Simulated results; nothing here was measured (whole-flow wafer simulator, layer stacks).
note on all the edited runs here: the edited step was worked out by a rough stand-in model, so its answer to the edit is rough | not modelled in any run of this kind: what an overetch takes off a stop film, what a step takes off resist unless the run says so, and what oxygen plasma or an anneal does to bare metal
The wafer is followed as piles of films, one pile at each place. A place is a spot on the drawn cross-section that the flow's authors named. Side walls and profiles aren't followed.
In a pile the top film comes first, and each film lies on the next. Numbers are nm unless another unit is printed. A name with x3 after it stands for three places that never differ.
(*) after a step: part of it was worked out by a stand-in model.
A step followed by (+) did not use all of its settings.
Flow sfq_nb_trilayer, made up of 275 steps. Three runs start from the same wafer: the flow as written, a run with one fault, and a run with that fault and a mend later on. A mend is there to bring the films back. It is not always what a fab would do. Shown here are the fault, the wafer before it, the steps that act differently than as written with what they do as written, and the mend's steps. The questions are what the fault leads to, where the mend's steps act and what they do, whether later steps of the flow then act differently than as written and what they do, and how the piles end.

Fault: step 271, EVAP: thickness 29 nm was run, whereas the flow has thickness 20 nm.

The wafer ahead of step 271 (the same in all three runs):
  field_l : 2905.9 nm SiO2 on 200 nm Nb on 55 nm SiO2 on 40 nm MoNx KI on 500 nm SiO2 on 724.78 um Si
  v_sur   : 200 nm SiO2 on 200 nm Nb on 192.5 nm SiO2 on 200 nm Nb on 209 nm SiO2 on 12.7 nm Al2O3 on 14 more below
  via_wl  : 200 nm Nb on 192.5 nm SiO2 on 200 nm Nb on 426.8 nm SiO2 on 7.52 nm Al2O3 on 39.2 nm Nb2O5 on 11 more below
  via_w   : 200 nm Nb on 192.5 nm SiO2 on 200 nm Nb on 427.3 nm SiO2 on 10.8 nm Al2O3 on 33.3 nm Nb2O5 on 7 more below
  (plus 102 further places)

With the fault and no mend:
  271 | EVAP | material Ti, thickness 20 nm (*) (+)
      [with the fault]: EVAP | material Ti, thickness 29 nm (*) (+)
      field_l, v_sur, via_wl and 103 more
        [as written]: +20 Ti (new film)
        [with the fault]: +29 Ti (new film)
  Steps further on in the flow that do not act as written:
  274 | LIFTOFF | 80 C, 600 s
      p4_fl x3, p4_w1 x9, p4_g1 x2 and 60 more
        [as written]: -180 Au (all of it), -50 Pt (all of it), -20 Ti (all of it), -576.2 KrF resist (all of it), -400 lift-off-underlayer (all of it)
        [with the fault]: -180 Au (all of it), -50 Pt (all of it), -29 Ti (all of it), -576.2 KrF resist (all of it), -400 lift-off-underlayer (all of it)
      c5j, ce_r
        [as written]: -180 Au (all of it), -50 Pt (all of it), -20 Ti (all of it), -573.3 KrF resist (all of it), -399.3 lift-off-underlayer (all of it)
        [with the fault]: -180 Au (all of it), -50 Pt (all of it), -29 Ti (all of it), -573.3 KrF resist (all of it), -399.3 lift-off-underlayer (all of it)
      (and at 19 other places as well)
  By the end, the piles at field_l, v_sur, via_wl and 8 more depart from the flow's by more than 2% or 0.5 nm, whichever is larger.
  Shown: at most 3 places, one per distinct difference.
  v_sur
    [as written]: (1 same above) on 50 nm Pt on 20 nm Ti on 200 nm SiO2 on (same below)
    [with the fault]: (1 same above) on 50 nm Pt on 29 nm Ti on 200 nm SiO2 on (same below)
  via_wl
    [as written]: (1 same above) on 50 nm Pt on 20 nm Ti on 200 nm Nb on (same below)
    [with the fault]: (1 same above) on 50 nm Pt on 29 nm Ti on 200 nm Nb on (same below)
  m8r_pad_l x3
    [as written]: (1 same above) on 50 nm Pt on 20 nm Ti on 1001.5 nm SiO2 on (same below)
    [with the fault]: (1 same above) on 50 nm Pt on 29 nm Ti on 1001.5 nm SiO2 on (same below)

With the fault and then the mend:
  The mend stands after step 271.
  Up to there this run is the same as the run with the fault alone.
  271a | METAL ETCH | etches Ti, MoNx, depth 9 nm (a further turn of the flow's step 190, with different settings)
      field_l, v_sur, via_wl and 103 more
        -9 Ti
  None of the later steps of the flow acts differently than as written at any place that is followed.
  At every place that both follow, the piles at the end match the flow's.
